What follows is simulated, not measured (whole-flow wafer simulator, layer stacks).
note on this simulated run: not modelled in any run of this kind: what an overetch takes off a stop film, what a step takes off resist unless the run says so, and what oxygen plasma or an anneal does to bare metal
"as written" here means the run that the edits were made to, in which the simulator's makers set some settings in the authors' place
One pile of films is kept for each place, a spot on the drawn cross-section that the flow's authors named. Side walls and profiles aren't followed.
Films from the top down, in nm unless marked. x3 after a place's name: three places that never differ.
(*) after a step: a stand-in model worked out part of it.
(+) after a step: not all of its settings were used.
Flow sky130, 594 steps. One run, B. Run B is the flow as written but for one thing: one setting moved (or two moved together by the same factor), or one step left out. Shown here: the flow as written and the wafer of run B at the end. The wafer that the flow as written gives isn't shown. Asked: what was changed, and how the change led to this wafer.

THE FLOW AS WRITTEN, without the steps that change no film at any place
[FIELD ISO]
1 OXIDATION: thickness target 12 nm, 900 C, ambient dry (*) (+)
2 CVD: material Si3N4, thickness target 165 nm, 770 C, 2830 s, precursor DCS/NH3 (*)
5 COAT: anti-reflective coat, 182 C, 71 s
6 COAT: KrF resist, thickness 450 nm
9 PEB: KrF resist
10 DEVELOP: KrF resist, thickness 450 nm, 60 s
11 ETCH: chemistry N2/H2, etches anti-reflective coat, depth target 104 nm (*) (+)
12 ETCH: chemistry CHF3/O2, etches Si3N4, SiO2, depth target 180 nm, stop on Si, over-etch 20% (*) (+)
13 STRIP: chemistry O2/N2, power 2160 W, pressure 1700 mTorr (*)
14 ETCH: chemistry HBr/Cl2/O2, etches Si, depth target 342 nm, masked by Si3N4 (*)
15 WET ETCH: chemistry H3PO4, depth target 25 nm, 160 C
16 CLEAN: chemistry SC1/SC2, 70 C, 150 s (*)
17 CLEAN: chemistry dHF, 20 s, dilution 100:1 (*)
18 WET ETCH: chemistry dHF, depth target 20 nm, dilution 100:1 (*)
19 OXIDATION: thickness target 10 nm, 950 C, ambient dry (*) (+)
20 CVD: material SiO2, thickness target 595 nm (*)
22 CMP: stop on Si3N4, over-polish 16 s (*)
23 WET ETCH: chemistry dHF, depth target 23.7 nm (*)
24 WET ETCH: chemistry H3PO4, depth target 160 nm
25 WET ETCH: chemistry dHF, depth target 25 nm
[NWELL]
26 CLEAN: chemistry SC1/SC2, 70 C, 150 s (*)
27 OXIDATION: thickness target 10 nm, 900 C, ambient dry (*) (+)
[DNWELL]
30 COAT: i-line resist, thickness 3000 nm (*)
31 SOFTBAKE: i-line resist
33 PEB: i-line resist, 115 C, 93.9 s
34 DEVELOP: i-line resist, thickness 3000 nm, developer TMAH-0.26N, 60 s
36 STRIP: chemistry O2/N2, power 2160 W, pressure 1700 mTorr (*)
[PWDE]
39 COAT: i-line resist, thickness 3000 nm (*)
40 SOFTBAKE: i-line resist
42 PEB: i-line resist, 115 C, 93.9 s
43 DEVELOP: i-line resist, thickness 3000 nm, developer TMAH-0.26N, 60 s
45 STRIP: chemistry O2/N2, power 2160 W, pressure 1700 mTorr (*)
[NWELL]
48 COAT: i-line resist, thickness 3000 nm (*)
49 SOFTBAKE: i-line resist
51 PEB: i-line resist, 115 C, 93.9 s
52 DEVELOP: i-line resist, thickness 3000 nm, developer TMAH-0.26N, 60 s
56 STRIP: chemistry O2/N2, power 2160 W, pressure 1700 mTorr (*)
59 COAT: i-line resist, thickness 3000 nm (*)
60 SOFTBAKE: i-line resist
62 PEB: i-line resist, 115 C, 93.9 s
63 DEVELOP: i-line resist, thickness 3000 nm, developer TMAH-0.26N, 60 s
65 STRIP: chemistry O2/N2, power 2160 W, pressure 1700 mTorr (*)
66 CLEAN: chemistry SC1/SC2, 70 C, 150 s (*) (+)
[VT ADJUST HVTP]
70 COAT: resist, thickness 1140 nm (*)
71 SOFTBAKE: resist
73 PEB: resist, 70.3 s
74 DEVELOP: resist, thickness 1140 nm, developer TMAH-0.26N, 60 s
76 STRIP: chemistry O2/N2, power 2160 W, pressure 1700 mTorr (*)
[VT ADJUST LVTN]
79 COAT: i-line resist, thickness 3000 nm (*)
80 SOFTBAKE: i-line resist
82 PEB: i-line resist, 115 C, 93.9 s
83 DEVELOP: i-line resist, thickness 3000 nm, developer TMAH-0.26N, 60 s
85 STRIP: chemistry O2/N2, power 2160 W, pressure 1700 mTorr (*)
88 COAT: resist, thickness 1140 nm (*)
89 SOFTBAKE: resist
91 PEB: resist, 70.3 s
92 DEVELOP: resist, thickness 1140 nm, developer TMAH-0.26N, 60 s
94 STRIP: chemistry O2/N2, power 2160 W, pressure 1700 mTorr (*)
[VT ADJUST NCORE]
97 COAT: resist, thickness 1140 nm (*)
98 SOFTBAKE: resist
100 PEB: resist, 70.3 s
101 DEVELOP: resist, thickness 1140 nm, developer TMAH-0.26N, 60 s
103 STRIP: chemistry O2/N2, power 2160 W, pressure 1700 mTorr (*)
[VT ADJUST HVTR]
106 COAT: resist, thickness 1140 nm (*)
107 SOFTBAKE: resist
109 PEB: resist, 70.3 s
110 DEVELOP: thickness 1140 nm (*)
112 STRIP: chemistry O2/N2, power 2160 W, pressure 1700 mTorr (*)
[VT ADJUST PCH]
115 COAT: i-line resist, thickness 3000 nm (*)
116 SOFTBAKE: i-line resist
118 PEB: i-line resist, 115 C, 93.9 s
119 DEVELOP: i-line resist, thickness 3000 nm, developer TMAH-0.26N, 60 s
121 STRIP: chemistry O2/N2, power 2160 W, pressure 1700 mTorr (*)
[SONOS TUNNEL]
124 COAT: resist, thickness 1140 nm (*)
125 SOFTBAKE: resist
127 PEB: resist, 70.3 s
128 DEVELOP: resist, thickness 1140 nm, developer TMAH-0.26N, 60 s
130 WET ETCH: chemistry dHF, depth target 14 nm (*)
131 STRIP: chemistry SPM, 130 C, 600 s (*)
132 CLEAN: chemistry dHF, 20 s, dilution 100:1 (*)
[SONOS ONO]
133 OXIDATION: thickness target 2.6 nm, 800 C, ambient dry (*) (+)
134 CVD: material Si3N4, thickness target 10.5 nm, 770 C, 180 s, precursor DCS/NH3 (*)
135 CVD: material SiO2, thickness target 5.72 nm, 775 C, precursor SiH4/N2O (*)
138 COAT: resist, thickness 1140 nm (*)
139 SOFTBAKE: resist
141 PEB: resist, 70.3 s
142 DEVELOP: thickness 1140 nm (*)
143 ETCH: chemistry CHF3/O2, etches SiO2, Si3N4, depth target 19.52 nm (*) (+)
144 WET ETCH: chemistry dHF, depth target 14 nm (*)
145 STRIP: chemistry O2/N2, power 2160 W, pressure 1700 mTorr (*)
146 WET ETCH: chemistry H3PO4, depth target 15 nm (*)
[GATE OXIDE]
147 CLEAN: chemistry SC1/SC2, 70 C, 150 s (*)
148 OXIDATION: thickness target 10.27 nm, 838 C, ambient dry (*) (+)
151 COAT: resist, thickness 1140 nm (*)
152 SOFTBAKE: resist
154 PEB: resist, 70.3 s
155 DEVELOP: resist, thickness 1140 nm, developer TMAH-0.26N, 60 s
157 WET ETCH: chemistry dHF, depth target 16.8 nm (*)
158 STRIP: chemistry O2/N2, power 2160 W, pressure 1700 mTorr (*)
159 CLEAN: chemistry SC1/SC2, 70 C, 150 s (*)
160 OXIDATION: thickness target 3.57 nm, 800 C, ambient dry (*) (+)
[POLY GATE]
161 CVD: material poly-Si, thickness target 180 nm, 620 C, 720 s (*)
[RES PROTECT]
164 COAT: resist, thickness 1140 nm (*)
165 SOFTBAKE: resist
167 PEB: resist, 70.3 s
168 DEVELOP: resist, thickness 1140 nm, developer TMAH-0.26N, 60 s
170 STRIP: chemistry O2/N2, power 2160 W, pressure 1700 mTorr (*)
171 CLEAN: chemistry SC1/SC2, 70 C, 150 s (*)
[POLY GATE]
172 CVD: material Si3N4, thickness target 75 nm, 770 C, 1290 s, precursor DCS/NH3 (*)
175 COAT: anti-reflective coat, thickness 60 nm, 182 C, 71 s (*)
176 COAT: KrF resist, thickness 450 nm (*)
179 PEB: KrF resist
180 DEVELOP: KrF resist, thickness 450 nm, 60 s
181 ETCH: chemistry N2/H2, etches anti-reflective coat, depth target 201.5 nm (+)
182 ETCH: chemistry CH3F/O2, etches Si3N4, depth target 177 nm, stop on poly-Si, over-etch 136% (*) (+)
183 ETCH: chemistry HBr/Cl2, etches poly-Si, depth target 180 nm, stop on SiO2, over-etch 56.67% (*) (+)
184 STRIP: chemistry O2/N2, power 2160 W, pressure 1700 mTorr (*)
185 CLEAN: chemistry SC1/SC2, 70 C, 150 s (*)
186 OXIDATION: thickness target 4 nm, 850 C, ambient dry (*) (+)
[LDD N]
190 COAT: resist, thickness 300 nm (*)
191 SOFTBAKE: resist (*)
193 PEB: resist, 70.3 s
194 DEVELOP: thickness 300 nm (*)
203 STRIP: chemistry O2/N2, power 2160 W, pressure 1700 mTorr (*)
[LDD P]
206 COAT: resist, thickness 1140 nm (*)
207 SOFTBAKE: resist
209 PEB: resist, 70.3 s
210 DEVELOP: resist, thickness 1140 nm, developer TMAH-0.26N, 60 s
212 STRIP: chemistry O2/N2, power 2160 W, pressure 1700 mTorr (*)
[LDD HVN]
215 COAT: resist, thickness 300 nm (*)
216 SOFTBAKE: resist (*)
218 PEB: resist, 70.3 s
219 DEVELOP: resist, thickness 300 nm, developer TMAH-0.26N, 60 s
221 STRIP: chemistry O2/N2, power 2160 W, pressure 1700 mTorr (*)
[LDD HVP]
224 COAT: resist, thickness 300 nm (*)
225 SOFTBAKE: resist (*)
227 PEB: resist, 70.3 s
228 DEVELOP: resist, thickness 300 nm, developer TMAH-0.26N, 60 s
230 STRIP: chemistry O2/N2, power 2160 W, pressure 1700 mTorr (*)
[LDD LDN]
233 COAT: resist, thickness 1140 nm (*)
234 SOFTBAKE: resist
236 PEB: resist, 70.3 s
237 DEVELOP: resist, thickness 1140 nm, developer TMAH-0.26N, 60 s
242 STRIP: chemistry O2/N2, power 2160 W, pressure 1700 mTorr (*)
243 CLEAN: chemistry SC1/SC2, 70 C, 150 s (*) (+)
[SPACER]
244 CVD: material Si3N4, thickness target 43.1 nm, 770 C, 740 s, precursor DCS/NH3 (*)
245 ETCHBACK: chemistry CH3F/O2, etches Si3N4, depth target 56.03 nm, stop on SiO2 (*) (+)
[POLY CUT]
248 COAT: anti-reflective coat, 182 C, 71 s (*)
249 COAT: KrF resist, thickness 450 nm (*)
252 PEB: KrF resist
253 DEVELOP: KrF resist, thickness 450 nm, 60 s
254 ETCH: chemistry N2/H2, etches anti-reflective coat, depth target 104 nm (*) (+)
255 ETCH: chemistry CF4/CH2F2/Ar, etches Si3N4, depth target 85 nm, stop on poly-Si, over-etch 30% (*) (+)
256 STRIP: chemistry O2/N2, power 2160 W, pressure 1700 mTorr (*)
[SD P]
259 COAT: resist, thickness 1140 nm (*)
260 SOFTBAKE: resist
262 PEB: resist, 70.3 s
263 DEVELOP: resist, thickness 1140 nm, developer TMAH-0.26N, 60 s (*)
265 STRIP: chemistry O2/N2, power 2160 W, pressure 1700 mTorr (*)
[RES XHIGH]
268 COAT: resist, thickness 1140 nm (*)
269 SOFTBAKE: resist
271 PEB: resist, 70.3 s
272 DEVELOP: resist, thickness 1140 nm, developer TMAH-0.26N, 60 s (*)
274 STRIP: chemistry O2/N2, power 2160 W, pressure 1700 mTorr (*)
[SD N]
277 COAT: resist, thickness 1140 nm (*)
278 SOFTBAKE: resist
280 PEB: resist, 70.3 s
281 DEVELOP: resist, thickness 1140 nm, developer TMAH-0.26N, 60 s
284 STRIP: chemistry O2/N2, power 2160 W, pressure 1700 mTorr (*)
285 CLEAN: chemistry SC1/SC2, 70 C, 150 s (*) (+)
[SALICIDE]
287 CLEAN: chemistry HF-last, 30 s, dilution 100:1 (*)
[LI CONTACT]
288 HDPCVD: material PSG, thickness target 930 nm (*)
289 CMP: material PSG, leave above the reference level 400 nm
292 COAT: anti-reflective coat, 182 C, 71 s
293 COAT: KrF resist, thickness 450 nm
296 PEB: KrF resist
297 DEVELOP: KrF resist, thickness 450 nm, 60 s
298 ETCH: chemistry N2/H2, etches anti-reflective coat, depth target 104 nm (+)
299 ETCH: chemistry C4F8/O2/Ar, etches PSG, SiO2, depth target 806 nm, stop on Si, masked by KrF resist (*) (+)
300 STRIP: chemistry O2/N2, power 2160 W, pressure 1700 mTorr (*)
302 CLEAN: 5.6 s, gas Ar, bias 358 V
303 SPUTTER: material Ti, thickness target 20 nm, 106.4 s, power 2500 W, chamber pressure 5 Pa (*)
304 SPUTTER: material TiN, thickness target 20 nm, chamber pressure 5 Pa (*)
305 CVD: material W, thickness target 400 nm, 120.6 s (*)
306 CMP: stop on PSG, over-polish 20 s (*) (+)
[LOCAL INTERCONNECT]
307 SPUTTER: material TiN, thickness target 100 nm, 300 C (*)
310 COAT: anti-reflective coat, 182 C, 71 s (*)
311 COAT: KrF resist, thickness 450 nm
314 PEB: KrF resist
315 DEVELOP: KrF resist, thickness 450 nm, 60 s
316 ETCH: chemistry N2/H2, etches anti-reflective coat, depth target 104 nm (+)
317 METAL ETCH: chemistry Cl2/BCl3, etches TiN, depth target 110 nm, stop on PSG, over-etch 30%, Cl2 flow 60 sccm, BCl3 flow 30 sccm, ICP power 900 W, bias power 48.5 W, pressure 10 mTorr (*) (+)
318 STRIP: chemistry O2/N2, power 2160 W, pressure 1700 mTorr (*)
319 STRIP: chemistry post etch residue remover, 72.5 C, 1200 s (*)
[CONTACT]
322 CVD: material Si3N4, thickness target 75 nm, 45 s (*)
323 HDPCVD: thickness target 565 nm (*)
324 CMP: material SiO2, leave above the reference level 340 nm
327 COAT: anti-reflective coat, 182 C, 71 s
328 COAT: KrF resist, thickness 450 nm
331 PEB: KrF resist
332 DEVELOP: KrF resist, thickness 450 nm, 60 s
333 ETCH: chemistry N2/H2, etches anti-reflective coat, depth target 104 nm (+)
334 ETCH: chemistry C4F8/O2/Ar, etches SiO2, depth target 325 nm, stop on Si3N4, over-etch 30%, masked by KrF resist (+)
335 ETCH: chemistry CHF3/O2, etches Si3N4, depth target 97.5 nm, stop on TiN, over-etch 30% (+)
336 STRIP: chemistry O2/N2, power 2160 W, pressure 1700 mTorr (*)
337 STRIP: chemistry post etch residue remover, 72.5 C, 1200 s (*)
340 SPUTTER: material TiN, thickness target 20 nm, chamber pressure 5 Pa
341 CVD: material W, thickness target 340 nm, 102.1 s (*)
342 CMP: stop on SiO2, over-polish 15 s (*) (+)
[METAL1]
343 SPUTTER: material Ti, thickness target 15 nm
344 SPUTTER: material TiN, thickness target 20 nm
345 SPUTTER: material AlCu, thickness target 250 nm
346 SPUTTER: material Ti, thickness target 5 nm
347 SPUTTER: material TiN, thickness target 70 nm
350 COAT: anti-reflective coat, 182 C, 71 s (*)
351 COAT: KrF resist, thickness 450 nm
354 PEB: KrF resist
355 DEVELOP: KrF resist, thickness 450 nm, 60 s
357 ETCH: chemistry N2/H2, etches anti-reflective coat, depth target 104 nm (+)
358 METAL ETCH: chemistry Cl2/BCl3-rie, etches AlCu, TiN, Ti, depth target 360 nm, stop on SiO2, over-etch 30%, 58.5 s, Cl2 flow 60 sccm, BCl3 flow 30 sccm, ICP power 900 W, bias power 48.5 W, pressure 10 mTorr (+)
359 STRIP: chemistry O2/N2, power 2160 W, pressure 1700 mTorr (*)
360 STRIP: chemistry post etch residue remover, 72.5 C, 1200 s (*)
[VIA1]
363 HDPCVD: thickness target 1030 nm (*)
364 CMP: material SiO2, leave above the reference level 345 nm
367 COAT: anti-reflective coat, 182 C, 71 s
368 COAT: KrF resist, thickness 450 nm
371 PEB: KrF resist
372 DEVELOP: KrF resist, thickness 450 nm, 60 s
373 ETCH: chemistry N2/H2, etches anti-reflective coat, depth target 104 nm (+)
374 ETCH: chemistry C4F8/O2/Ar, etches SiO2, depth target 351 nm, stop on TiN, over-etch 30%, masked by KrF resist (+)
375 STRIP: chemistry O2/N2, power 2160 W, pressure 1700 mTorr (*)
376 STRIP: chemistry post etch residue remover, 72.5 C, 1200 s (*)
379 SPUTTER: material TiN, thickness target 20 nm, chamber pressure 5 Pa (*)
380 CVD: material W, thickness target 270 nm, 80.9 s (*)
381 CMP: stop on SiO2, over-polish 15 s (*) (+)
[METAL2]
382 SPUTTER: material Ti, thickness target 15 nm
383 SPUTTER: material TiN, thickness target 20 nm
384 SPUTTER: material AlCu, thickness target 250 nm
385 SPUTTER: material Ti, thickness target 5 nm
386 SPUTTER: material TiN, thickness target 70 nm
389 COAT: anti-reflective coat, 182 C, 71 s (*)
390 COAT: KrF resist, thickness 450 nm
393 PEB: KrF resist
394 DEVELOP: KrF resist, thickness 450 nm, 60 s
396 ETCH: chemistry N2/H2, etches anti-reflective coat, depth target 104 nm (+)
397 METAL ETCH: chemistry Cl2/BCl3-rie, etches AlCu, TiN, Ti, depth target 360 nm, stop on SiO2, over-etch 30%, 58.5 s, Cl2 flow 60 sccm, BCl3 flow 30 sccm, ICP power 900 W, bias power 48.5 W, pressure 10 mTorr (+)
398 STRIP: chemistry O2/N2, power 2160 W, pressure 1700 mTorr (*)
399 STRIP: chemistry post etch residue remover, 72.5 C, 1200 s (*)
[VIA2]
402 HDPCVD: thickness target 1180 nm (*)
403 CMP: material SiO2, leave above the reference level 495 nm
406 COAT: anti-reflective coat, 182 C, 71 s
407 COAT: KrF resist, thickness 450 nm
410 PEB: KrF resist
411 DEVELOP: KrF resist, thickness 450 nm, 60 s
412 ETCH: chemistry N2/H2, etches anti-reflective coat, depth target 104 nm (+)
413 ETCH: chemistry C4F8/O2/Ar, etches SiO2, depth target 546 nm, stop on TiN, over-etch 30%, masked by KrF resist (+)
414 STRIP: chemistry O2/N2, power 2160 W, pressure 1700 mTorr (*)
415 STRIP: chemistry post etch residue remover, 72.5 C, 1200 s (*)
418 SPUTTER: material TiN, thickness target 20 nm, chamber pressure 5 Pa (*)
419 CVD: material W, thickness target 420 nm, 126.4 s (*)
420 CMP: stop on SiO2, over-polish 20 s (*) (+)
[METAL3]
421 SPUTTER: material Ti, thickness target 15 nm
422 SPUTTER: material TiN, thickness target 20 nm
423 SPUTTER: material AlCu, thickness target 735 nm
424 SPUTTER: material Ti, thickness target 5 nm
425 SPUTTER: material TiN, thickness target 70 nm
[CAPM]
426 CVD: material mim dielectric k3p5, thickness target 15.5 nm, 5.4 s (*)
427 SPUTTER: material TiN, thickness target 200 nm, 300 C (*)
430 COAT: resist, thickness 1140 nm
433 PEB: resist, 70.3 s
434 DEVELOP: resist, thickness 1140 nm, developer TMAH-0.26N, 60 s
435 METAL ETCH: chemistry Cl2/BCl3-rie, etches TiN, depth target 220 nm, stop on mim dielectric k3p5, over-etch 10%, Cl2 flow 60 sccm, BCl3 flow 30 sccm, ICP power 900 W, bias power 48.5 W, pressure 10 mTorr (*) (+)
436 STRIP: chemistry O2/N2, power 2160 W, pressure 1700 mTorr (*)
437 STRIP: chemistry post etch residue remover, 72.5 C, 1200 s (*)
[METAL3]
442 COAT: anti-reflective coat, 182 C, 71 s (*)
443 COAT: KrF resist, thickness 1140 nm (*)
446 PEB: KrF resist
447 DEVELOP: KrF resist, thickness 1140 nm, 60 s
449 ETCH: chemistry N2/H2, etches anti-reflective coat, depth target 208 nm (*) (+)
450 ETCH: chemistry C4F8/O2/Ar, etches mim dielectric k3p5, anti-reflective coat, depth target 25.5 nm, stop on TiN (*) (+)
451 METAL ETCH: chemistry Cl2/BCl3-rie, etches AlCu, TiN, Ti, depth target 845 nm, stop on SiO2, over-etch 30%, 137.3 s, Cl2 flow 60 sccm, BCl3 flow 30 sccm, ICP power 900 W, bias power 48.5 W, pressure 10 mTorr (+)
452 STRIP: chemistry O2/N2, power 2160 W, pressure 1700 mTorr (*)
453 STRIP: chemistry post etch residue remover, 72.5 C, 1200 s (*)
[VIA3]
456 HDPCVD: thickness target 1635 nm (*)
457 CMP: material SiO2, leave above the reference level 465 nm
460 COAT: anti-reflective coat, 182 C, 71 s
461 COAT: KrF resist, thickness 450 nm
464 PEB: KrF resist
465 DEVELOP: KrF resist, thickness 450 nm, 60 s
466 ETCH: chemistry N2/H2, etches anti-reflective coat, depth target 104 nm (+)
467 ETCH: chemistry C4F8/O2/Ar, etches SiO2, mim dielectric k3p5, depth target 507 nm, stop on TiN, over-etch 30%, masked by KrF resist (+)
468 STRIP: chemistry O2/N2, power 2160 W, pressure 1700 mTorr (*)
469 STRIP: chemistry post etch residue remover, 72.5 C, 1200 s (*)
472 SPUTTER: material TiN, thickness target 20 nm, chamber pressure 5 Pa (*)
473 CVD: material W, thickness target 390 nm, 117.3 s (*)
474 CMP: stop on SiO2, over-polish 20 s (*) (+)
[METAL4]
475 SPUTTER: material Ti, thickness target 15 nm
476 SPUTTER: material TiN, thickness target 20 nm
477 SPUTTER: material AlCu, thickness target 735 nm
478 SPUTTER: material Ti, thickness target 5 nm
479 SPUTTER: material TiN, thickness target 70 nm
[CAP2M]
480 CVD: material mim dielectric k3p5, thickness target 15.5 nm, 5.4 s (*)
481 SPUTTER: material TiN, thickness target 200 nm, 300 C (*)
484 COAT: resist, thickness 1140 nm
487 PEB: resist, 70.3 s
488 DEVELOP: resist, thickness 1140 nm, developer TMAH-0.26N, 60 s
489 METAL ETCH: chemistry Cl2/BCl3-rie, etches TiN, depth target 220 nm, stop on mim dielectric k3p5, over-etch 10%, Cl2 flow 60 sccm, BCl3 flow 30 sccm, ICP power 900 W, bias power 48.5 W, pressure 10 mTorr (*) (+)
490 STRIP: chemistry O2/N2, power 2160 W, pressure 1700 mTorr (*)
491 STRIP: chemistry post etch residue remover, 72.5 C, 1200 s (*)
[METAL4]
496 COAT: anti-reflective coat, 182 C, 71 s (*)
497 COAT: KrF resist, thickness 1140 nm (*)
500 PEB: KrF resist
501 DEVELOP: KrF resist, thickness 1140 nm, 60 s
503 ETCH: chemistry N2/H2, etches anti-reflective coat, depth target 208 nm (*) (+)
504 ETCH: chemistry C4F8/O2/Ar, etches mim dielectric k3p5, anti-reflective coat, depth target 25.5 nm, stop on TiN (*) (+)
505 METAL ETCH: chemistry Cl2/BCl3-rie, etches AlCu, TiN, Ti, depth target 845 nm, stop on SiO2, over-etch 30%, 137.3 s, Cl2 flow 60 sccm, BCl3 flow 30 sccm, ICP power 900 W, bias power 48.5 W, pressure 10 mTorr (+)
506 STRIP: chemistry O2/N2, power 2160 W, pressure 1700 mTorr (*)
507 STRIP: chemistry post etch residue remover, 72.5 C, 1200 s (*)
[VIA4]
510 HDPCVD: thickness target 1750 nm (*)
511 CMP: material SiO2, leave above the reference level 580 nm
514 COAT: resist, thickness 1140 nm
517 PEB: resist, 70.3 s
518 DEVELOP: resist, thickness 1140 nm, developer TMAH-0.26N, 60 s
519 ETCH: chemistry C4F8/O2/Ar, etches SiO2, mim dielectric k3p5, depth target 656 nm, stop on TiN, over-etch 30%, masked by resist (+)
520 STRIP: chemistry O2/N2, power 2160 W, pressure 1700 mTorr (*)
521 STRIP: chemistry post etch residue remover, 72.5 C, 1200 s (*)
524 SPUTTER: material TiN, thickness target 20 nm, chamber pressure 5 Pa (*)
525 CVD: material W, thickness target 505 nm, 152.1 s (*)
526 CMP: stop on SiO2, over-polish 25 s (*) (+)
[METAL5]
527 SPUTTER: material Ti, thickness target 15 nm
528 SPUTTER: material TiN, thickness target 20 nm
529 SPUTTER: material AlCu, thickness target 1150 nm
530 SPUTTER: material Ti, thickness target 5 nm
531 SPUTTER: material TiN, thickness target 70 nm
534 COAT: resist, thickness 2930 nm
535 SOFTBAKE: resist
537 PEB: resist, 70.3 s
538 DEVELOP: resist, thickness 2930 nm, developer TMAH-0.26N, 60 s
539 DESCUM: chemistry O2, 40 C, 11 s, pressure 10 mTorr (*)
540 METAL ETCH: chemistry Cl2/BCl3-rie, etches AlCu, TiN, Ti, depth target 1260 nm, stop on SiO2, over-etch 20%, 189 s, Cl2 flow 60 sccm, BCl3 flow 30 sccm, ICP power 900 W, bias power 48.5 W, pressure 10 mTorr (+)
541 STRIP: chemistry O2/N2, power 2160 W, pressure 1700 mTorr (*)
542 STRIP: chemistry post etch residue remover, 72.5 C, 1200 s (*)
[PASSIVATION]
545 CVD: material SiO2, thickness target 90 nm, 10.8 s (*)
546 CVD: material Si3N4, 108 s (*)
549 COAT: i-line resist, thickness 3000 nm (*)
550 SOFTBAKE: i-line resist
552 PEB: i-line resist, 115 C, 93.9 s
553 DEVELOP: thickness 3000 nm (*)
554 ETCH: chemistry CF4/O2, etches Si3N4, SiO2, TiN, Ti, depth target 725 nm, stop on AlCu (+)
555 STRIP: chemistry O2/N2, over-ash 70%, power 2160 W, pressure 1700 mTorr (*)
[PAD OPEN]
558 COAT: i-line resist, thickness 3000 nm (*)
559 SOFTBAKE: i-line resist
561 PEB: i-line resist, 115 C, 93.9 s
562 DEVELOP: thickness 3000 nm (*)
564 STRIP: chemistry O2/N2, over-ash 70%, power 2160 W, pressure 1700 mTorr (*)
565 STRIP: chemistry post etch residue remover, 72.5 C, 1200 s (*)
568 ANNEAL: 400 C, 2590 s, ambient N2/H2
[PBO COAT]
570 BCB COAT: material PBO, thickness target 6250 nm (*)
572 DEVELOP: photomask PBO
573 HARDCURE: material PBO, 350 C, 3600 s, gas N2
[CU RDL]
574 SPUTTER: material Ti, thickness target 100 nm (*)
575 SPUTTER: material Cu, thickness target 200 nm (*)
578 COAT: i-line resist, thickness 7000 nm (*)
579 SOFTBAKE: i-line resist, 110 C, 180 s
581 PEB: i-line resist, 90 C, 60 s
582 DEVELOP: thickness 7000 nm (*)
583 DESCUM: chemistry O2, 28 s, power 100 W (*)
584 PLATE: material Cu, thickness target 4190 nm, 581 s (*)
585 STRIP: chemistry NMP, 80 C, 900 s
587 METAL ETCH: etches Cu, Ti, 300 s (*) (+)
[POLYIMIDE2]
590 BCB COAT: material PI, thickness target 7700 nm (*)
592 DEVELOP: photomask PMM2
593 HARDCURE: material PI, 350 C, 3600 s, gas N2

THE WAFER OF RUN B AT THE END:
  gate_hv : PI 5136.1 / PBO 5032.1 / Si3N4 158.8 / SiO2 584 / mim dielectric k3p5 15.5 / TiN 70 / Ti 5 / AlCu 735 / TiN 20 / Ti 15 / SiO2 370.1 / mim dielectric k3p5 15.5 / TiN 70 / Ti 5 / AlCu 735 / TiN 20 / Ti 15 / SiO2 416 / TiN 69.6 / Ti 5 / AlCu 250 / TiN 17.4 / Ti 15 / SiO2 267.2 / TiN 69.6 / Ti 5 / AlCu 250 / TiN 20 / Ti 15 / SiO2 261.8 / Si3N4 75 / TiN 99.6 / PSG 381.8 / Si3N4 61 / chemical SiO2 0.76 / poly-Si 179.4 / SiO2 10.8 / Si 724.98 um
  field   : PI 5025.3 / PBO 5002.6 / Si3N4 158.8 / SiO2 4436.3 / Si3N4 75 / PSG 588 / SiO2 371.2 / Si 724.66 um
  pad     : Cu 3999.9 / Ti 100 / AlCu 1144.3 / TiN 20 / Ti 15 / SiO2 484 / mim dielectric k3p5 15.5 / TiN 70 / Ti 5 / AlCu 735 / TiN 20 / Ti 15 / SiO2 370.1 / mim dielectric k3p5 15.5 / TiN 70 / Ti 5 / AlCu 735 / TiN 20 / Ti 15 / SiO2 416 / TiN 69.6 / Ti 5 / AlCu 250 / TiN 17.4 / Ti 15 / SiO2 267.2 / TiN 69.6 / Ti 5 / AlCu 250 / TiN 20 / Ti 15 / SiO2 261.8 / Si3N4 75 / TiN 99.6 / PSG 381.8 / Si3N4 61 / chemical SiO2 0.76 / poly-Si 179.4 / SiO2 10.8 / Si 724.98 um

The cause: step 383, SPUTTER: thickness target 17.4 nm was run, where the flow has thickness target 20 nm.
It can be read off the wafer: gate_hv has TiN 17.4, and step 383 as written asks for 20 nm.

How the change led to this, step by step:
  383 SPUTTER: material TiN, thickness target 20 nm
      field, active, n_well and 188 more: TiN +17.4 (new film) (as written it would be: TiN +20 (new film))
  397 METAL ETCH: chemistry Cl2/BCl3-rie, etches AlCu, TiN, Ti, depth target 360 nm, stop on SiO2, over-etch 30%, 58.5 s, Cl2 flow 60 sccm, BCl3 flow 30 sccm, ICP power 900 W, bias power 48.5 W, pressure 10 mTorr (+)
      field, active, gate and 82 more: TiN -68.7 (all of it), Ti -5 (all of it), AlCu -250 (all of it), TiN -17.4 (all of it), Ti -15 (all of it), SiO2 -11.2 (as written it would be: TiN -68.7 (all of it), Ti -5 (all of it), AlCu -250 (all of it), TiN -20 (all of it), Ti -15 (all of it), SiO2 -10.9)
  550 SOFTBAKE: i-line resist
      via1_hole: i-line resist -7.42 (as written it would be: i-line resist -8.29)
      via1_enc: i-line resist -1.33 (as written it would be: i-line resist -2.14)
  559 SOFTBAKE: i-line resist
      via1_hole: i-line resist -7.42 (as written it would be: i-line resist -8.29)
      via1_enc: i-line resist -1.33 (as written it would be: i-line resist -2.14)
